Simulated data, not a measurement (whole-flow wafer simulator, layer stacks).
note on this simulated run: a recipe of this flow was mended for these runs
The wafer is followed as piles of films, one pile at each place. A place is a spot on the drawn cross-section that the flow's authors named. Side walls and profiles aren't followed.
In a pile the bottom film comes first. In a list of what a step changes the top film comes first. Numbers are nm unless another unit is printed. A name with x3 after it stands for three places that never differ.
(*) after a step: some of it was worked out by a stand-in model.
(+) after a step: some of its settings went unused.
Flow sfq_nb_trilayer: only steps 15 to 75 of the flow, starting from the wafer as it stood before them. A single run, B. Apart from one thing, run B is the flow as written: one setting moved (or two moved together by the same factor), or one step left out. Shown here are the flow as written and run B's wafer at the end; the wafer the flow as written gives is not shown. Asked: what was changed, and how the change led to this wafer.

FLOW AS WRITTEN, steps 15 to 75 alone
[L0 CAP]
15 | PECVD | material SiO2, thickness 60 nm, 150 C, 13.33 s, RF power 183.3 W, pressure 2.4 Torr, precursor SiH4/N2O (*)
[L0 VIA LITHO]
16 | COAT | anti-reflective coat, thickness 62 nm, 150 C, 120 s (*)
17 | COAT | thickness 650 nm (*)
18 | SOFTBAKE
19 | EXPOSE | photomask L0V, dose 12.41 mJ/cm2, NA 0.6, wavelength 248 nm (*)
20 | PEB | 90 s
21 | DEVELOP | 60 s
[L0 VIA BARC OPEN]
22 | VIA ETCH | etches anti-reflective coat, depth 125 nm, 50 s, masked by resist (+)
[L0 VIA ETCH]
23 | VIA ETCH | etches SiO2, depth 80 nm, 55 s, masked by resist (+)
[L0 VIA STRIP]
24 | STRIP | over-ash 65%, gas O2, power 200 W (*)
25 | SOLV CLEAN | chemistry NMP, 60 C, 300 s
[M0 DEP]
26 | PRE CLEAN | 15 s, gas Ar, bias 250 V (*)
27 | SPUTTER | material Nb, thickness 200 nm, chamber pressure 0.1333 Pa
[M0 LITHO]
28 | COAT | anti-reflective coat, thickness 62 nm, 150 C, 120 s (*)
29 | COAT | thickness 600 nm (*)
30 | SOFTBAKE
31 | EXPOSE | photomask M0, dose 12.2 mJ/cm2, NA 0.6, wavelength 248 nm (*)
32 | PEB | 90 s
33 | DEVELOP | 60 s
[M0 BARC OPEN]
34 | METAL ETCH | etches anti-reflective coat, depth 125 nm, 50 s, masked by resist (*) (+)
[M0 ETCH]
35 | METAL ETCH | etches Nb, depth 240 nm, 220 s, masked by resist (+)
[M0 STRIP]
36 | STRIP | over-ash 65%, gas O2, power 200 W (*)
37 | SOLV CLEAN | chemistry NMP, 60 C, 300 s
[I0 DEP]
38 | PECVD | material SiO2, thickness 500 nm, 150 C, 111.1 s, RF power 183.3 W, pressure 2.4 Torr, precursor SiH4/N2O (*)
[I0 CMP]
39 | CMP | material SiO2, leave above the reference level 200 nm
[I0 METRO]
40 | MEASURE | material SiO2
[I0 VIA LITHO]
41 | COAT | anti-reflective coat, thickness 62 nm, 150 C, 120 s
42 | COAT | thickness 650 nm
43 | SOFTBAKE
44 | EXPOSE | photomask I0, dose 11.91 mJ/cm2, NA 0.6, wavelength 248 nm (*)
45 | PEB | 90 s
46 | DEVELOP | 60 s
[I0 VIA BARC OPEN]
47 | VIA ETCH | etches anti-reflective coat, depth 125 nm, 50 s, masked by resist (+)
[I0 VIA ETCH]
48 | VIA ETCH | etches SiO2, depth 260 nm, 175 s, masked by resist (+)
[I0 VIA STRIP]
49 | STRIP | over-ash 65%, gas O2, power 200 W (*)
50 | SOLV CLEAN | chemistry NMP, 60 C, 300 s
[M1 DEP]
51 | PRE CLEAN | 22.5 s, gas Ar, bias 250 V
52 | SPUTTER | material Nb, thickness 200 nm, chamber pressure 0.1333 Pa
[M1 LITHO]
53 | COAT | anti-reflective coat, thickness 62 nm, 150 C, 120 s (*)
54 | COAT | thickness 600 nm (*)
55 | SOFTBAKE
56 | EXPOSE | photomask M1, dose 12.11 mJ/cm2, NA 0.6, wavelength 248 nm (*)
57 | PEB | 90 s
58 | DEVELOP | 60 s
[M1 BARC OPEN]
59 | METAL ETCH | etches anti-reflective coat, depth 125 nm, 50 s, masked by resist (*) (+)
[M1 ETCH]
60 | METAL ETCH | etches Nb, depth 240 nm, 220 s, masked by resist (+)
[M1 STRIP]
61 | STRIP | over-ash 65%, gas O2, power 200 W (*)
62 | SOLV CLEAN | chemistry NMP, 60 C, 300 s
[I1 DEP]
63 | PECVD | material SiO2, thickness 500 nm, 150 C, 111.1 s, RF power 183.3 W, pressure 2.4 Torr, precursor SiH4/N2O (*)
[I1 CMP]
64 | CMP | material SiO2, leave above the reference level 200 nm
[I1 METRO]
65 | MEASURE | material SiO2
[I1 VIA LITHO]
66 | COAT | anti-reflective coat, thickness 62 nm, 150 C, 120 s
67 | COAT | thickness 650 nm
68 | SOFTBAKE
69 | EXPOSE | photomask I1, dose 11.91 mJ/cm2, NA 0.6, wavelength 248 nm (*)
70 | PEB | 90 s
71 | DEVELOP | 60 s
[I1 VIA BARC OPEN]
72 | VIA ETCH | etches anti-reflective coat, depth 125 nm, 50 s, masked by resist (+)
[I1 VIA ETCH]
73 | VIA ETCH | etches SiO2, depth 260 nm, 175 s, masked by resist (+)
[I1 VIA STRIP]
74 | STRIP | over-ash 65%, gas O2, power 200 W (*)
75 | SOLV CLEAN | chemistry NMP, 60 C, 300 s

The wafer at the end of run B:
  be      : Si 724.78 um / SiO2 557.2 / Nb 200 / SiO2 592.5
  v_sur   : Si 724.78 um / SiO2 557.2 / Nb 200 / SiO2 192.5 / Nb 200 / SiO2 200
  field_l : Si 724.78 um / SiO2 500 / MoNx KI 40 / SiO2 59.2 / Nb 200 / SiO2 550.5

What caused this: step 15, PECVD: RF power 210.8 W was run, though the flow has RF power 183.3 W.

The path from the change to this, step by step:
  15 | PECVD | material SiO2, thickness 60 nm, 150 C, 13.33 s, RF power 183.3 W, pressure 2.4 Torr, precursor SiH4/N2O (*)
      v_sur, via_wl, via_w and 97 more: SiO2 gains 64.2 (it would be, as written: SiO2 gains 60)
      field_l, l0_sur, l0v, l0r_line_l, l0r_line_c, l0r_line_r: SiO2 gains 64.2 (new film) (it would be, as written: SiO2 gains 60 (new film))
  23 | VIA ETCH | etches SiO2, depth 80 nm, 55 s, masked by resist (+)
      l0v: SiO2 loses 63.9 (all of it), MoNx KI loses 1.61 (it would be, as written: SiO2 loses 59.7 (all of it), MoNx KI loses 2.03)
  28 | COAT | anti-reflective coat, thickness 62 nm, 150 C, 120 s (*)
      l0_sur: anti-reflective coat gains 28 (new film) (it would be, as written: anti-reflective coat gains 29.3 (new film))
  36 | STRIP | over-ash 65%, gas O2, power 200 W (*)
      l0_sur: KrF-resist-other-grade loses 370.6 (all of it), anti-reflective coat loses 28 (all of it) (it would be, as written: KrF-resist-other-grade loses 370 (all of it), anti-reflective coat loses 29.3 (all of it))
